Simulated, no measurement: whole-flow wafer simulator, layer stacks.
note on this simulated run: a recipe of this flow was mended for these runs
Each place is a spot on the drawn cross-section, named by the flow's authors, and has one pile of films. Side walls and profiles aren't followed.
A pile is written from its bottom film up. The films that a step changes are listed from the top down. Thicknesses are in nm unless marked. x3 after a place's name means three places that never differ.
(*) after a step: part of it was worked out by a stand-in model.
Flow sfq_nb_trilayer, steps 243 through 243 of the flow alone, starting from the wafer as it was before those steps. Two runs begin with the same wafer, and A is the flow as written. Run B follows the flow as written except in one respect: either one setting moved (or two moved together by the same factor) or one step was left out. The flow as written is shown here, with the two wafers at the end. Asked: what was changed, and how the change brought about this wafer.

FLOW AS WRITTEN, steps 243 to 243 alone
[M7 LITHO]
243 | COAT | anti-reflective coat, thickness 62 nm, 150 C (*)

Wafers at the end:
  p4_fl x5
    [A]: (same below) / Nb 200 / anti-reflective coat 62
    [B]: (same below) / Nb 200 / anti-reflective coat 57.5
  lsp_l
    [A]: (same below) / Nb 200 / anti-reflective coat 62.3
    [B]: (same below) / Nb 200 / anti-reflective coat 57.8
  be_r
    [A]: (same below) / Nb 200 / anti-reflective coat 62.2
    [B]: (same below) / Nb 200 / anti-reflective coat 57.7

The reason: step 243, COAT: thickness 57.5 nm was run, whereas the flow has thickness 62 nm.
The wafer lets one read it off: p4_fl x5 has anti-reflective coat 57.5, and step 243 as written asks for 62 nm.

The path from the change to this, step by step:
  243 | COAT | anti-reflective coat, thickness 62 nm, 150 C (*)
      p4_fl x5, p4_w1 x9, p3_s0 x15 and 48 more: A +62 anti-reflective coat (new film) | B +57.5 anti-reflective coat (new film)
      lsp_l, ln_m5, lsp_m, ln_m6, lsp_r, l0_sur, l0v: A +62.3 anti-reflective coat (new film) | B +57.8 anti-reflective coat (new film)
      (and at 22 other places as well)
